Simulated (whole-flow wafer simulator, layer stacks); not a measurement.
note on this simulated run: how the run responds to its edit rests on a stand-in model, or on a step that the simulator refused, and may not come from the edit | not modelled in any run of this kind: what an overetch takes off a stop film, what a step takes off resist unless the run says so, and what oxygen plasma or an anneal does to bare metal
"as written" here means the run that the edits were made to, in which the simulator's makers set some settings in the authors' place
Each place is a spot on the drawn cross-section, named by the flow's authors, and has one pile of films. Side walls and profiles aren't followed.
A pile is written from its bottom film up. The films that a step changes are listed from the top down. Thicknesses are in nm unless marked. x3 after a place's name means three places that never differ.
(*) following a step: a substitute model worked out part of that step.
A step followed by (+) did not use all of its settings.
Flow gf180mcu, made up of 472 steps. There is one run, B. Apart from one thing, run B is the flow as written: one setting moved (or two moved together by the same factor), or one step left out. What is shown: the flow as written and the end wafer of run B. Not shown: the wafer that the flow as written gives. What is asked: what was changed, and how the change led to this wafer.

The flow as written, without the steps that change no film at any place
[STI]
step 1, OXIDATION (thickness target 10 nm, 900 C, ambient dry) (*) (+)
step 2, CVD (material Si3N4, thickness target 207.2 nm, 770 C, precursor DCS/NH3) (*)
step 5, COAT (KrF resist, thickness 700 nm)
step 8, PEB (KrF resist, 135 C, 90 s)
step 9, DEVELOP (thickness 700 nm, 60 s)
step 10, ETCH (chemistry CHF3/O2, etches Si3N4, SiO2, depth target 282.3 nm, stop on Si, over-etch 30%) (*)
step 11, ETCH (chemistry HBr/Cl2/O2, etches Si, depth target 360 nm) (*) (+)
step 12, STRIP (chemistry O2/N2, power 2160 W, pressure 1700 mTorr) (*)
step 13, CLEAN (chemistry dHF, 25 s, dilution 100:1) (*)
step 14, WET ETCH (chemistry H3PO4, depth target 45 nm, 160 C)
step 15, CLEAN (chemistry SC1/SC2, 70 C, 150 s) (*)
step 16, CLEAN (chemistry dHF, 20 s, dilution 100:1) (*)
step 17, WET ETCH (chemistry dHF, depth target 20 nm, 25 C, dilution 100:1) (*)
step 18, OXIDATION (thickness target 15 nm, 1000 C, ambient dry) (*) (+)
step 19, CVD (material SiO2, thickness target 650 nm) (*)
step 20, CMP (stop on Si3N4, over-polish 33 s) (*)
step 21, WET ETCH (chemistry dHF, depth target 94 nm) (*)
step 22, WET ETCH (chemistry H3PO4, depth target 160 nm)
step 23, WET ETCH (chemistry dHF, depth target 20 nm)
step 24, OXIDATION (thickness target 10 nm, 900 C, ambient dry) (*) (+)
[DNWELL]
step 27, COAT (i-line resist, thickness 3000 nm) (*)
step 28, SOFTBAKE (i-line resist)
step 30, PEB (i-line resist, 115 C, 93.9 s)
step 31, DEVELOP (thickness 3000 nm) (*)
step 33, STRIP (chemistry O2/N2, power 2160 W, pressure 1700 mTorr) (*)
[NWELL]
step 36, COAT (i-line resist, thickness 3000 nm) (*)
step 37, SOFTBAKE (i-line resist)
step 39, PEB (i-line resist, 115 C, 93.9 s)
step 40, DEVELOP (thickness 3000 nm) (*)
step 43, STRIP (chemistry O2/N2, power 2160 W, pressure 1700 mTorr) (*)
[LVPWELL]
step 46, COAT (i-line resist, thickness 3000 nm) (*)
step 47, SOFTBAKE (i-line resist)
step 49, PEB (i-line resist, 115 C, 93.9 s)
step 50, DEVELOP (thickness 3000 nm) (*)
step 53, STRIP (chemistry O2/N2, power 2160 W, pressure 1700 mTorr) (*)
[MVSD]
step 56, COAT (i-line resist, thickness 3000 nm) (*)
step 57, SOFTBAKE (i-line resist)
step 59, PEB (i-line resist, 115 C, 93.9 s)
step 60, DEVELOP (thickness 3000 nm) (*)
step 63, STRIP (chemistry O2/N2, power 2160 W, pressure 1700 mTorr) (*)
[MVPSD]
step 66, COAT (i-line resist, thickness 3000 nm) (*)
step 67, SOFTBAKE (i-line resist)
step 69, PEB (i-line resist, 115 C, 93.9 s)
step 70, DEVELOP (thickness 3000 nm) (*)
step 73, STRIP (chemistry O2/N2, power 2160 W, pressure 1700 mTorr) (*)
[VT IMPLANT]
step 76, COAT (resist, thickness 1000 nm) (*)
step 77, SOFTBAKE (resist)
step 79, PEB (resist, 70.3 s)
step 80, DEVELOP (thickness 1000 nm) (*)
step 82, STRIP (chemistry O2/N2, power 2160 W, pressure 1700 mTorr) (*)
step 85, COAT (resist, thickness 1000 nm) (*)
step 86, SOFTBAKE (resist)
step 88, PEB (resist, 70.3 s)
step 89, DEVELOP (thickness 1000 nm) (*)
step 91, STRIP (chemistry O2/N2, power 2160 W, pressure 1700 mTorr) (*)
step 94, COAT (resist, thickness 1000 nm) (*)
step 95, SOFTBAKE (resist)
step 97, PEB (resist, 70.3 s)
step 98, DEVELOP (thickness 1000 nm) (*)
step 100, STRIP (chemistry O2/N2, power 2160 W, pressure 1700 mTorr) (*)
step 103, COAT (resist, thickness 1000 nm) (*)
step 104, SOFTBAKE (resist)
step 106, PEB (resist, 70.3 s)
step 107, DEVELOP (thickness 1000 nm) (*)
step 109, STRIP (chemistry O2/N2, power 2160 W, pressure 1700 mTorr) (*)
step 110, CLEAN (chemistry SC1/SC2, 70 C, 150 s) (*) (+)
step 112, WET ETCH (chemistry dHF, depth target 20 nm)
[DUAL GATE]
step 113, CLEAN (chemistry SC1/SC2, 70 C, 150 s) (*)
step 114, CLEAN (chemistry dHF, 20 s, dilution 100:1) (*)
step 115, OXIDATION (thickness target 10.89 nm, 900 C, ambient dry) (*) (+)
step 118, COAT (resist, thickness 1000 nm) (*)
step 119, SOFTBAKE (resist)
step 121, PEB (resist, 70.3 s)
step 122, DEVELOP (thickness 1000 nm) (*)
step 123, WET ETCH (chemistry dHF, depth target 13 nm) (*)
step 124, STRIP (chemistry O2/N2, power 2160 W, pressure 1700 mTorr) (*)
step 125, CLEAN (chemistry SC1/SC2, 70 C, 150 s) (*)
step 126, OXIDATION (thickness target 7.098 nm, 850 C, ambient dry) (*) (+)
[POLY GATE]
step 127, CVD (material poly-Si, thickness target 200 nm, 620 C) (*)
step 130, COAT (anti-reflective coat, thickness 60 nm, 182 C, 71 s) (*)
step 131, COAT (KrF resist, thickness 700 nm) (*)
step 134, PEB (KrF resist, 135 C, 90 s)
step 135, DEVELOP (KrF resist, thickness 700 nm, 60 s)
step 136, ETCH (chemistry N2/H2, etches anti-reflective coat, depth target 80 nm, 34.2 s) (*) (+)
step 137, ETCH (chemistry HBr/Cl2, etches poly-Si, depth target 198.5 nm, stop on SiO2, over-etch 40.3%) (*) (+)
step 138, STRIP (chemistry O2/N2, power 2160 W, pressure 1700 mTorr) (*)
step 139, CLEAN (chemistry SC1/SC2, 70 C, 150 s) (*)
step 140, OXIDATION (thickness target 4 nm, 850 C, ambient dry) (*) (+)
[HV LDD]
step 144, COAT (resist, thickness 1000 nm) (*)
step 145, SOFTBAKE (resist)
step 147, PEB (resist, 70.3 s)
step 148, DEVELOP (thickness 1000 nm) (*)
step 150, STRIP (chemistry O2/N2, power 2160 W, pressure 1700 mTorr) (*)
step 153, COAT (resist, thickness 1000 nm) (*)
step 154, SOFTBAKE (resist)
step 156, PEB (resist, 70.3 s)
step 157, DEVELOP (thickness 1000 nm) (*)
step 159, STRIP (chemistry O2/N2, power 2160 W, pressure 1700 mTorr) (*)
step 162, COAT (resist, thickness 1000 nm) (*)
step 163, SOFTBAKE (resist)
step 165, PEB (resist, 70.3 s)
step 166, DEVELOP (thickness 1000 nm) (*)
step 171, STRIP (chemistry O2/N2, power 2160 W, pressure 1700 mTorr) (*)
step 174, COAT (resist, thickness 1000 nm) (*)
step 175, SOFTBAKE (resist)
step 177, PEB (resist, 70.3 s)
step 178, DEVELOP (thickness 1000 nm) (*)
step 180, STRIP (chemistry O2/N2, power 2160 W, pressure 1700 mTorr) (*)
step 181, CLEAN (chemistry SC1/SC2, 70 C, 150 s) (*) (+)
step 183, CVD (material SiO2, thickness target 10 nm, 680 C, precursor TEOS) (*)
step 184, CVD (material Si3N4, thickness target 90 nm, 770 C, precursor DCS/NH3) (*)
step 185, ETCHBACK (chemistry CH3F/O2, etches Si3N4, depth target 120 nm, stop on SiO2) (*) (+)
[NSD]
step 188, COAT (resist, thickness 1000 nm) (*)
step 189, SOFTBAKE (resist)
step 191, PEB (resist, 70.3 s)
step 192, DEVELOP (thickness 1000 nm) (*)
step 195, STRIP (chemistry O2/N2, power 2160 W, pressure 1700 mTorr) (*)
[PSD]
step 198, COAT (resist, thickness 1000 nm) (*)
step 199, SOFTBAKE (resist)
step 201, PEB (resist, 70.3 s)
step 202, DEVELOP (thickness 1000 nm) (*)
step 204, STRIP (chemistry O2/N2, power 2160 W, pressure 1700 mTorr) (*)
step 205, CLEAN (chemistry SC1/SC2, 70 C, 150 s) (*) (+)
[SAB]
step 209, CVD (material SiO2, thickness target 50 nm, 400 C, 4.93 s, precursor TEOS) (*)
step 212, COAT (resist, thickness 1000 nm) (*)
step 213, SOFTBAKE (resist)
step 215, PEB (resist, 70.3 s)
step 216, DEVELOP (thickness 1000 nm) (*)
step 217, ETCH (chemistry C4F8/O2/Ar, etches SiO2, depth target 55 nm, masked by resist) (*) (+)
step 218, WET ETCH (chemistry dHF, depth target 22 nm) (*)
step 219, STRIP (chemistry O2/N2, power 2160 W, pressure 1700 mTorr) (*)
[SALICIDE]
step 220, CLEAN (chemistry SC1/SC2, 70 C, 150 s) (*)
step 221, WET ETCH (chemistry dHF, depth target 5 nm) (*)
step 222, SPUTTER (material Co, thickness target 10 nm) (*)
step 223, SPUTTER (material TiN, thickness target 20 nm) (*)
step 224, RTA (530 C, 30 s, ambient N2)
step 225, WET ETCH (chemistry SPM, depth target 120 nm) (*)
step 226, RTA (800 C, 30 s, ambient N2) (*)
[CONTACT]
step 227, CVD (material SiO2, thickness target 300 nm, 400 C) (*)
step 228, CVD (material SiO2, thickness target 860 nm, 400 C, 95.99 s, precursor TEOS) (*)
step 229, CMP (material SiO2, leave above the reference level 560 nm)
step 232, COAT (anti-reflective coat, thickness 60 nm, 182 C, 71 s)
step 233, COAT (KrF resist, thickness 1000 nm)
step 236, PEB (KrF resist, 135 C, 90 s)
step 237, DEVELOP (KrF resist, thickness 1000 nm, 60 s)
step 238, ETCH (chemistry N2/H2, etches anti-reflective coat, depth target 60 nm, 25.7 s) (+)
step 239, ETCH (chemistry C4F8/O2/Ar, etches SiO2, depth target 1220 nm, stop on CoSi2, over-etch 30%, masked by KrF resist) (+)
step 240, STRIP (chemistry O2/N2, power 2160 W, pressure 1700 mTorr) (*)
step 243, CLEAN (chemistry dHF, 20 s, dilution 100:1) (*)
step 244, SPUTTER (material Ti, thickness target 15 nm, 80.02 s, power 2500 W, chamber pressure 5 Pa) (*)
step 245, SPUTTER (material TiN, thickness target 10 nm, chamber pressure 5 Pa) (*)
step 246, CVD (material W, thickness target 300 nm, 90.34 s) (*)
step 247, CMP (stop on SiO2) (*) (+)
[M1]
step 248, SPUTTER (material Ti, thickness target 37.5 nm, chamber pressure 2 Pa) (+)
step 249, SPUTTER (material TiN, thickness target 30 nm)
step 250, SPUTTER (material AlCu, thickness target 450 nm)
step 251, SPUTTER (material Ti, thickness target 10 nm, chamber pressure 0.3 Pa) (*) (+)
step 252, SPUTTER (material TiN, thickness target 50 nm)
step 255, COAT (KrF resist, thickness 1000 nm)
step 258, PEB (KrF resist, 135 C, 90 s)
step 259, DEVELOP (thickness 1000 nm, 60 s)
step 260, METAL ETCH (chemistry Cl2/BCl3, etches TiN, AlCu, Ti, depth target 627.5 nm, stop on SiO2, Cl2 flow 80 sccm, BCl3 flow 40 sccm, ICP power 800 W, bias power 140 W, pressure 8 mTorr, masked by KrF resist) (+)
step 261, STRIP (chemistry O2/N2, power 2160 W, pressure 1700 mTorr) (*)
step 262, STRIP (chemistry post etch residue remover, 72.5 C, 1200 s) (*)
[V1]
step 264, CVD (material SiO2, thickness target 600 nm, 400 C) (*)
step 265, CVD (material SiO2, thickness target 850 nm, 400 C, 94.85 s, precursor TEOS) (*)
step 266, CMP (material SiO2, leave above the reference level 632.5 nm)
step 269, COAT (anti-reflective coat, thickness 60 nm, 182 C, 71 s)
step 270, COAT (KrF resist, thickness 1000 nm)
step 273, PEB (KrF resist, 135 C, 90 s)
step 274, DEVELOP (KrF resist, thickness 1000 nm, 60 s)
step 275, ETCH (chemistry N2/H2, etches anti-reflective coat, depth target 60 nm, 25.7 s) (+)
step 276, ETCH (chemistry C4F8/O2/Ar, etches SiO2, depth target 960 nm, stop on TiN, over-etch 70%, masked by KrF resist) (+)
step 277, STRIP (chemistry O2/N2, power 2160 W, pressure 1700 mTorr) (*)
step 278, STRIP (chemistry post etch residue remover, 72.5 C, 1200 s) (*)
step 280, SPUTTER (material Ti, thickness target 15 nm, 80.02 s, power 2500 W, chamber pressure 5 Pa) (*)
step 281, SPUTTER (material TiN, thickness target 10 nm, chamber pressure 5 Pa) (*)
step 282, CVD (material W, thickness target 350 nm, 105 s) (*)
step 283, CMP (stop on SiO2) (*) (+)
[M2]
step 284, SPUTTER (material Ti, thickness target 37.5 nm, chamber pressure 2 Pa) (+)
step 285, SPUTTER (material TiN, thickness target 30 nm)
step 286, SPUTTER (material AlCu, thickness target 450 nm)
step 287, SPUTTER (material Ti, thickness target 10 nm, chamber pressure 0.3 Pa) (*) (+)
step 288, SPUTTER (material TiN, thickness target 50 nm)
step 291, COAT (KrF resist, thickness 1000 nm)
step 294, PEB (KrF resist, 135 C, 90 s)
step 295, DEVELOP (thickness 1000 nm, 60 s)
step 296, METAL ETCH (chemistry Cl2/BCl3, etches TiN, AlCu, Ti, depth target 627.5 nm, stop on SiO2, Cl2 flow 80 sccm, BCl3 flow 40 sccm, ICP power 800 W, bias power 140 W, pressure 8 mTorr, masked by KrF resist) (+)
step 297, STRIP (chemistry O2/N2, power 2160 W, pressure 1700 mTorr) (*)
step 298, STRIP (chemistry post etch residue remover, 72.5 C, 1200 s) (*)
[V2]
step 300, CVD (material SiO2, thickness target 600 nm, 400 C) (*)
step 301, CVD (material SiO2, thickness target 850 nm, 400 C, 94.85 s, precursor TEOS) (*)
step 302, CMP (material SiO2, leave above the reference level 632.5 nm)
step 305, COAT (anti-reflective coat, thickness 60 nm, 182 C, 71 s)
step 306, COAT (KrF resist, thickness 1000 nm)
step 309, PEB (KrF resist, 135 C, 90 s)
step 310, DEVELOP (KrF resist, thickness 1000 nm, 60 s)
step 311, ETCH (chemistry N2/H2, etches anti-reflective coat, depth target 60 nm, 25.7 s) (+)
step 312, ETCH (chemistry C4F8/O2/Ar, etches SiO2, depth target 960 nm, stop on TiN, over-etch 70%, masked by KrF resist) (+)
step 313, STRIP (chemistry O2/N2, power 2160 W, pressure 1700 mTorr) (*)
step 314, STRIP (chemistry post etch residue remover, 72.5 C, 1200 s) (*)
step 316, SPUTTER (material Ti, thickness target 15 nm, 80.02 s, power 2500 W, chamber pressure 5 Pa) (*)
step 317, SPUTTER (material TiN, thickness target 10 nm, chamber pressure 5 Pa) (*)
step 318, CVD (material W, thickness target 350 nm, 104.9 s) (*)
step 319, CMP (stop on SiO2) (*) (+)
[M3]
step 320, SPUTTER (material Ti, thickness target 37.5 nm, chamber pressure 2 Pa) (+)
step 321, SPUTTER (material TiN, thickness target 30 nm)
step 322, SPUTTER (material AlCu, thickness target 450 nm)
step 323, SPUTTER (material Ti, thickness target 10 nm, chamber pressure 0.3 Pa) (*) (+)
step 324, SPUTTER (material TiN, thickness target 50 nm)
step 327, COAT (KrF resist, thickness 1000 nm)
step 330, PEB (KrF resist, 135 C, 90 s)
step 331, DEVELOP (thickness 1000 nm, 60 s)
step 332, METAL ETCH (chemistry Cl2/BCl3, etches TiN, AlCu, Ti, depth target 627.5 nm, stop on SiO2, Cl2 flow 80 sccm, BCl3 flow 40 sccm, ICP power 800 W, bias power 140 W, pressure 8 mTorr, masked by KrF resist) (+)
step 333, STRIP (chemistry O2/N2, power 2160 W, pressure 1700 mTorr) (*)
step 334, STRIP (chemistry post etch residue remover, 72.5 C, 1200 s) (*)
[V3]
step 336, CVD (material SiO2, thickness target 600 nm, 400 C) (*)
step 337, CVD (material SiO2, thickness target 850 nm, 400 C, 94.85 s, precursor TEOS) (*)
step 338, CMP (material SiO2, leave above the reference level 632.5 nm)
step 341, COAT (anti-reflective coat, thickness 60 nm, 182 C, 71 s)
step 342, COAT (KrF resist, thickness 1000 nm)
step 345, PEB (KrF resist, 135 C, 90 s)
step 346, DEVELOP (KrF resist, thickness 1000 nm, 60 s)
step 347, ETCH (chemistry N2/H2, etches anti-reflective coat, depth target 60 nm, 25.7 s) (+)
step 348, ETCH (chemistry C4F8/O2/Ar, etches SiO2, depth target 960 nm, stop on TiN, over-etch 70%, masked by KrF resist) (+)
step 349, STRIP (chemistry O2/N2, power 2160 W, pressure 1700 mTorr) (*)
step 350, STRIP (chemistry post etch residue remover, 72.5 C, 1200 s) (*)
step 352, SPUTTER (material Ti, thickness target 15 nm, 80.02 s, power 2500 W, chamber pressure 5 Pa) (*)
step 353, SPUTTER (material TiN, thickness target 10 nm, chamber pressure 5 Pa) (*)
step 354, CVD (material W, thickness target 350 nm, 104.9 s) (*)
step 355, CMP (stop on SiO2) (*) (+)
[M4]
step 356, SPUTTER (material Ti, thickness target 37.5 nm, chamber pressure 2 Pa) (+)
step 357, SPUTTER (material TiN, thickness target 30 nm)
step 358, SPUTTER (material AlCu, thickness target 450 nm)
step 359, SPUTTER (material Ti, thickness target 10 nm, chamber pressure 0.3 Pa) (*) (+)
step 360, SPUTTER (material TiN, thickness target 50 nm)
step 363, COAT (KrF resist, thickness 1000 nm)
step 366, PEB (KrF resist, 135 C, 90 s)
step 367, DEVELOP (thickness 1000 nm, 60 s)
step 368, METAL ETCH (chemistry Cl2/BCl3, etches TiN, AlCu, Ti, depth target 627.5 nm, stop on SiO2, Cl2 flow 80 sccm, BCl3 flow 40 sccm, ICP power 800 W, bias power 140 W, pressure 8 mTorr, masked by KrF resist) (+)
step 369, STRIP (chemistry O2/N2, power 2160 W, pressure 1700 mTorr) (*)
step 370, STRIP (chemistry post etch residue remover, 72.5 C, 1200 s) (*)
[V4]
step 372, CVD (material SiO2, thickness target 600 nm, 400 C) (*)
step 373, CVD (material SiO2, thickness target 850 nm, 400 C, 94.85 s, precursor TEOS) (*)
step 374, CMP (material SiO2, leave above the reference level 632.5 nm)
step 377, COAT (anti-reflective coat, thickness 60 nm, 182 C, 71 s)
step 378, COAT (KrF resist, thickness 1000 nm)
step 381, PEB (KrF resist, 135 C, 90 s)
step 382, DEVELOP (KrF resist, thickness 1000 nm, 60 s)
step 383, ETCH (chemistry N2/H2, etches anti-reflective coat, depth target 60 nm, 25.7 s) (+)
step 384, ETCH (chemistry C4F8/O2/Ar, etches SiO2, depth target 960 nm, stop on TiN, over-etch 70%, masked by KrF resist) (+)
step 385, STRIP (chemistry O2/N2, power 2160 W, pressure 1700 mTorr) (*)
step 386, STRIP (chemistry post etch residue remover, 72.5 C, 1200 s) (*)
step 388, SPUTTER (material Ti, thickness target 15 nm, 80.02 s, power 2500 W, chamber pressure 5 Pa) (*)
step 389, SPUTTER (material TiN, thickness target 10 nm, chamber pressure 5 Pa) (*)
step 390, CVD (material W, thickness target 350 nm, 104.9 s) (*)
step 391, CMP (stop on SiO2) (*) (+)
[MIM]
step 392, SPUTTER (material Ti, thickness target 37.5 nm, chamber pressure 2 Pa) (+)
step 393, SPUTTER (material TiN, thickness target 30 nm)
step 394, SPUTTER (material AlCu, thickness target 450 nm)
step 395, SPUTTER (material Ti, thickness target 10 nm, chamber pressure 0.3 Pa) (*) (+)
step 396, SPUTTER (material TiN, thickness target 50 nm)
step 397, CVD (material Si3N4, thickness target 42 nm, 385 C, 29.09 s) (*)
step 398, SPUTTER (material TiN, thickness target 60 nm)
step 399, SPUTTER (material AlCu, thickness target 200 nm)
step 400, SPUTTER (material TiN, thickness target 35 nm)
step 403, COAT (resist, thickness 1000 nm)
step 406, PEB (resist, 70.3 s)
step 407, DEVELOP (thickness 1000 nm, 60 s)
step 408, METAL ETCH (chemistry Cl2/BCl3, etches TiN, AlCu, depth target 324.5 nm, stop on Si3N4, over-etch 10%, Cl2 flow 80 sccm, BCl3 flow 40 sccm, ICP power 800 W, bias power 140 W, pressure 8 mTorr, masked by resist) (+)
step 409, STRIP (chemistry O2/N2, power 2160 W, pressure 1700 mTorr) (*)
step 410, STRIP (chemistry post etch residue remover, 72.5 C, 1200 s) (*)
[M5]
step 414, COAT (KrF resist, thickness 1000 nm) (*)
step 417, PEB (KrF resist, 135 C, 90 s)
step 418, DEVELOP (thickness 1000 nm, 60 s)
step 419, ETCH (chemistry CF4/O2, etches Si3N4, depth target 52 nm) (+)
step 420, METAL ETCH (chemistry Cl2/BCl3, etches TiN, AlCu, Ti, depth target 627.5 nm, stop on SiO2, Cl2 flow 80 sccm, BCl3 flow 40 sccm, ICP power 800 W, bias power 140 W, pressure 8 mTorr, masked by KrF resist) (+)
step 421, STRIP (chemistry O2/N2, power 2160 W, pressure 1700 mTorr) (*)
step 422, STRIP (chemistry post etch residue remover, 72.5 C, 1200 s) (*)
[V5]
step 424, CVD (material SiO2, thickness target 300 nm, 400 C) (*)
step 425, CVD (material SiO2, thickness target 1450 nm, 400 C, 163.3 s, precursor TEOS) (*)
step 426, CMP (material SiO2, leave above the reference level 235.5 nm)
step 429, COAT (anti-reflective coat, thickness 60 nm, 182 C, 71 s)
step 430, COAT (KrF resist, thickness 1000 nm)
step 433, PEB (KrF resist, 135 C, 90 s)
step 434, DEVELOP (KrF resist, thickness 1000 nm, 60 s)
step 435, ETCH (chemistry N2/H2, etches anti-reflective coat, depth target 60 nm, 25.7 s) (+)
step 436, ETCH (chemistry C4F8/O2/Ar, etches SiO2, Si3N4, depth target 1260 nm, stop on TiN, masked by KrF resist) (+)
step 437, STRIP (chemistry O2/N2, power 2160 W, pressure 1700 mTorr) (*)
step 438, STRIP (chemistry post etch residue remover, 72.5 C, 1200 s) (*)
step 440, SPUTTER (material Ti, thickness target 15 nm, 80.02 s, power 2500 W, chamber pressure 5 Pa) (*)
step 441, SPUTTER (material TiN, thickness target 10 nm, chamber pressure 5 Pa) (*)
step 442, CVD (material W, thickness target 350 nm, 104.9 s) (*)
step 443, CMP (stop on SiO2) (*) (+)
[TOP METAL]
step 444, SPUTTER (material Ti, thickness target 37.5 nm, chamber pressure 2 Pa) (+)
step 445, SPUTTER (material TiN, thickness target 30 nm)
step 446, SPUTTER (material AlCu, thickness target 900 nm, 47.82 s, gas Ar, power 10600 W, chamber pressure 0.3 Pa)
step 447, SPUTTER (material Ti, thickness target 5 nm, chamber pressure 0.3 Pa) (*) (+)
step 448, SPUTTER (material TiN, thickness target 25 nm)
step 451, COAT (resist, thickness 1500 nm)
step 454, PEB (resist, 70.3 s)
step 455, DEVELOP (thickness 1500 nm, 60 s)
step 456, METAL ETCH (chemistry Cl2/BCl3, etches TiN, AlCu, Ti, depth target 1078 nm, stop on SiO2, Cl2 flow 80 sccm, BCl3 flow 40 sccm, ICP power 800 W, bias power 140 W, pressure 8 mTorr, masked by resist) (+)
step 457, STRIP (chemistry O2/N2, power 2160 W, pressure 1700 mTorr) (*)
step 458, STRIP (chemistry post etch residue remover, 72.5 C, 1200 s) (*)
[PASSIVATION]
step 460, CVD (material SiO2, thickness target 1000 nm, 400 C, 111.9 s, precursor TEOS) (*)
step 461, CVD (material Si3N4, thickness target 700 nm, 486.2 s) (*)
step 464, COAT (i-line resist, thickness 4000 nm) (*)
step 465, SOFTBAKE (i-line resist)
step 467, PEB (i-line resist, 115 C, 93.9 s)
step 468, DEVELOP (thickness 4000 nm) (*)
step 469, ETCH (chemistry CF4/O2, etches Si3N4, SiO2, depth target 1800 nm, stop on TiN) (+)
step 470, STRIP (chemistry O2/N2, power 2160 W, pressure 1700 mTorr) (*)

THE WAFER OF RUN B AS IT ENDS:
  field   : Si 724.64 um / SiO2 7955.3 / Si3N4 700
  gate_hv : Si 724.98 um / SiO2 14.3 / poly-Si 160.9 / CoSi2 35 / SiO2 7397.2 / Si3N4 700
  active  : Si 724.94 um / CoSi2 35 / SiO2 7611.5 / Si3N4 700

Cause: step 374, CMP: leave above the reference level 360.5 nm was run, whereas the flow has leave above the reference level 632.5 nm.

Step by step, how the change led to this:
  step 374, CMP (material SiO2, leave above the reference level 632.5 nm)
      field, field__w1, field__w2 and 103 more: SiO2 loses 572 (in the flow as written it would be: SiO2 loses 300)
      field__w8, contact, m1, m1__w1, m1_nw: SiO2 loses 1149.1 (in the flow as written it would be: SiO2 loses 877.1)
  step 384, ETCH (chemistry C4F8/O2/Ar, etches SiO2, depth target 960 nm, stop on TiN, over-etch 70%, masked by KrF resist) (+)
      field, field__w1, field__w2 and 107 more: KrF resist loses 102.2 (in the flow as written it would be: KrF resist loses 192)
      contact: SiO2 loses 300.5 (all of it) (in the flow as written it would be: SiO2 loses 572.5 (all of it))
  step 385, STRIP (chemistry O2/N2, power 2160 W, pressure 1700 mTorr) (*)
      field, field__w1, field__w2 and 107 more: KrF resist loses 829 (all of it), anti-reflective coat loses 60 (all of it) (in the flow as written it would be: KrF resist loses 739.2 (all of it), anti-reflective coat loses 60 (all of it))
  step 388, SPUTTER (material Ti, thickness target 15 nm, 80.02 s, power 2500 W, chamber pressure 5 Pa) (*)
      contact: Ti gains 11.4 (new film) (in the flow as written it would be: Ti gains 9.65 (new film))
  step 389, SPUTTER (material TiN, thickness target 10 nm, chamber pressure 5 Pa) (*)
      contact: TiN gains 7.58 (new film) (in the flow as written it would be: TiN gains 6.4 (new film))
  step 390, CVD (material W, thickness target 350 nm, 104.9 s) (*)
      contact: W gains 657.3 (new film) (in the flow as written it would be: W gains 932.3 (new film))
